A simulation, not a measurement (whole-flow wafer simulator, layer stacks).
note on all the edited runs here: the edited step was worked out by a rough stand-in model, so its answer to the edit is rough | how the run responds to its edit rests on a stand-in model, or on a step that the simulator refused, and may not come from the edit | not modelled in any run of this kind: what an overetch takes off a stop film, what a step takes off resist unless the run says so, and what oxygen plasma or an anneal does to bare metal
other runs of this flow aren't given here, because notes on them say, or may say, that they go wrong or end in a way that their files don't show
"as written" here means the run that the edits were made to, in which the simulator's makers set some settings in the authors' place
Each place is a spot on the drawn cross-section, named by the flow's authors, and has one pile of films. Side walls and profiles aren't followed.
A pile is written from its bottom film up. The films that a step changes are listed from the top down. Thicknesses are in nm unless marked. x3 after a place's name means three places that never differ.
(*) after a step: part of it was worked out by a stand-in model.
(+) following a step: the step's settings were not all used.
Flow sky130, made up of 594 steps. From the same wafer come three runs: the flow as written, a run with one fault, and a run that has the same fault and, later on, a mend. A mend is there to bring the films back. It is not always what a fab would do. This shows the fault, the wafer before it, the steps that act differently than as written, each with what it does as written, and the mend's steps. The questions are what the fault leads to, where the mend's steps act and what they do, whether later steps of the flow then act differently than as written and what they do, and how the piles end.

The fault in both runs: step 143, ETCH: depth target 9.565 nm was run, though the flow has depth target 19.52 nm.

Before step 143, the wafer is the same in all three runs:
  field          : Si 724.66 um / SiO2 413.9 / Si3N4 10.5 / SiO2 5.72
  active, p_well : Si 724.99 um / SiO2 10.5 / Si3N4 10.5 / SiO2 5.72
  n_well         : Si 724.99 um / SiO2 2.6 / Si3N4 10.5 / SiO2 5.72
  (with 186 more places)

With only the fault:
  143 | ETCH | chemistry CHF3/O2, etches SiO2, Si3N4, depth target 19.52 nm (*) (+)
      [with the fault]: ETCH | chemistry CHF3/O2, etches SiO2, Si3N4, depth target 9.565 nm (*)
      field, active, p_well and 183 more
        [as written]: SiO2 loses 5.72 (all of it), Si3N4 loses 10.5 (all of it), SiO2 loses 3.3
        [with the fault]: SiO2 loses 5.72 (all of it), Si3N4 loses 3.84
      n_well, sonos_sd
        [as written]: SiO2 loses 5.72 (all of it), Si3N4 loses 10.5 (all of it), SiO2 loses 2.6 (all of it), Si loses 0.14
        [with the fault]: SiO2 loses 5.72 (all of it), Si3N4 loses 3.84
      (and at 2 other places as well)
  Later steps of the flow acting differently than as written (51 other steps are not shown; they differ only slightly, by no more than 2% or 0.5 nm, whichever is larger):
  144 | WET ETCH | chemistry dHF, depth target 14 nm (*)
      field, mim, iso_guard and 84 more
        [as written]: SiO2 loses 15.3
        [with the fault]: Si3N4 loses 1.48
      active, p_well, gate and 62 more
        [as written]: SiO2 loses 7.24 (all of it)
        [with the fault]: Si3N4 loses 1.48
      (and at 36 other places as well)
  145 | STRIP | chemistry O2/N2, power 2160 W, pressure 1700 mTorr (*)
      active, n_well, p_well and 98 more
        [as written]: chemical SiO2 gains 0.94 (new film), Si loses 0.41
        [with the fault]: nothing
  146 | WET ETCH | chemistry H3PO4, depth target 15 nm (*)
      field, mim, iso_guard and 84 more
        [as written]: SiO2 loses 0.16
        [with the fault]: Si3N4 loses 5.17 (all of it), SiO2 loses 0.1
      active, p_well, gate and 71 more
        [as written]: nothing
        [with the fault]: Si3N4 loses 5.17 (all of it)
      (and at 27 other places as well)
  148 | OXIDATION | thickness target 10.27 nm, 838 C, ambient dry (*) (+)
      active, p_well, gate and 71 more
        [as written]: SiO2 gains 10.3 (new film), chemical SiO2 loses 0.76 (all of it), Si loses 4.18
        [with the fault]: SiO2 gains 6.52, Si loses 2.87
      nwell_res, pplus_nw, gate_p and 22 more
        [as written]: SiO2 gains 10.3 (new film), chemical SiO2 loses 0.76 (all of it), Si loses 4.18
        [with the fault]: SiO2 gains 6.54, Si loses 2.88
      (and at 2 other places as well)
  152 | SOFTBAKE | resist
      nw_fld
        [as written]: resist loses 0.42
        [with the fault]: resist gains 1.42
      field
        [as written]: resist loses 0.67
        [with the fault]: resist loses 0.04
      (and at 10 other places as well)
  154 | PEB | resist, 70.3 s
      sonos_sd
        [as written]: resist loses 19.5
        [with the fault]: resist loses 20.1
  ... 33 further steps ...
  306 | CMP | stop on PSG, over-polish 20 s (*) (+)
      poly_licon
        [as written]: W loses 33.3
        [with the fault]: W loses 50.1
  The piles end different from the flow's at field, gate_hv, m1 and 127 more by more than 2% or 0.5 nm, whichever is larger.
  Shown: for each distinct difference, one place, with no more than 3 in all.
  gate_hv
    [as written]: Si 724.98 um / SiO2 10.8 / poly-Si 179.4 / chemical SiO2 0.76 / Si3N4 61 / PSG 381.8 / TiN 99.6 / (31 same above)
    [with the fault]: Si 724.99 um / SiO2 17.1 / poly-Si 179.4 / chemical SiO2 0.76 / Si3N4 61 / PSG 375.5 / TiN 99.6 / (31 same above)
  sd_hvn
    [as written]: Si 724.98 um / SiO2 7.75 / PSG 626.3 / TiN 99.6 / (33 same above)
    [with the fault]: Si 724.98 um / SiO2 13.9 / PSG 620.1 / TiN 99.6 / (33 same above)
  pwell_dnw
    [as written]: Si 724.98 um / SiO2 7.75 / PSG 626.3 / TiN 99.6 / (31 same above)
    [with the fault]: Si 724.98 um / SiO2 13.9 / PSG 620.1 / TiN 99.6 / (31 same above)

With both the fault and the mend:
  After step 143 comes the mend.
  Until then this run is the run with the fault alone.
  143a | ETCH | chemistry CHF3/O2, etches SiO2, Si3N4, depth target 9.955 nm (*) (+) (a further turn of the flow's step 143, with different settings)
      field, active, p_well and 183 more
        Si3N4 loses 6.66 (all of it), SiO2 loses 3.3
      n_well, sonos_sd
        Si3N4 loses 6.66 (all of it), SiO2 loses 2.6 (all of it), Si loses 0.14
      sonos_cell, sonos_cell_x
        resist loses 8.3
  None of the later steps of the flow differs from how it acts as written, at any place that is followed, by more than 2% or 0.5 nm, whichever is larger.
  When the end is reached, the piles differ only a little from the flow's at the places that both follow, at most by 2% or 0.5 nm, whichever is larger.
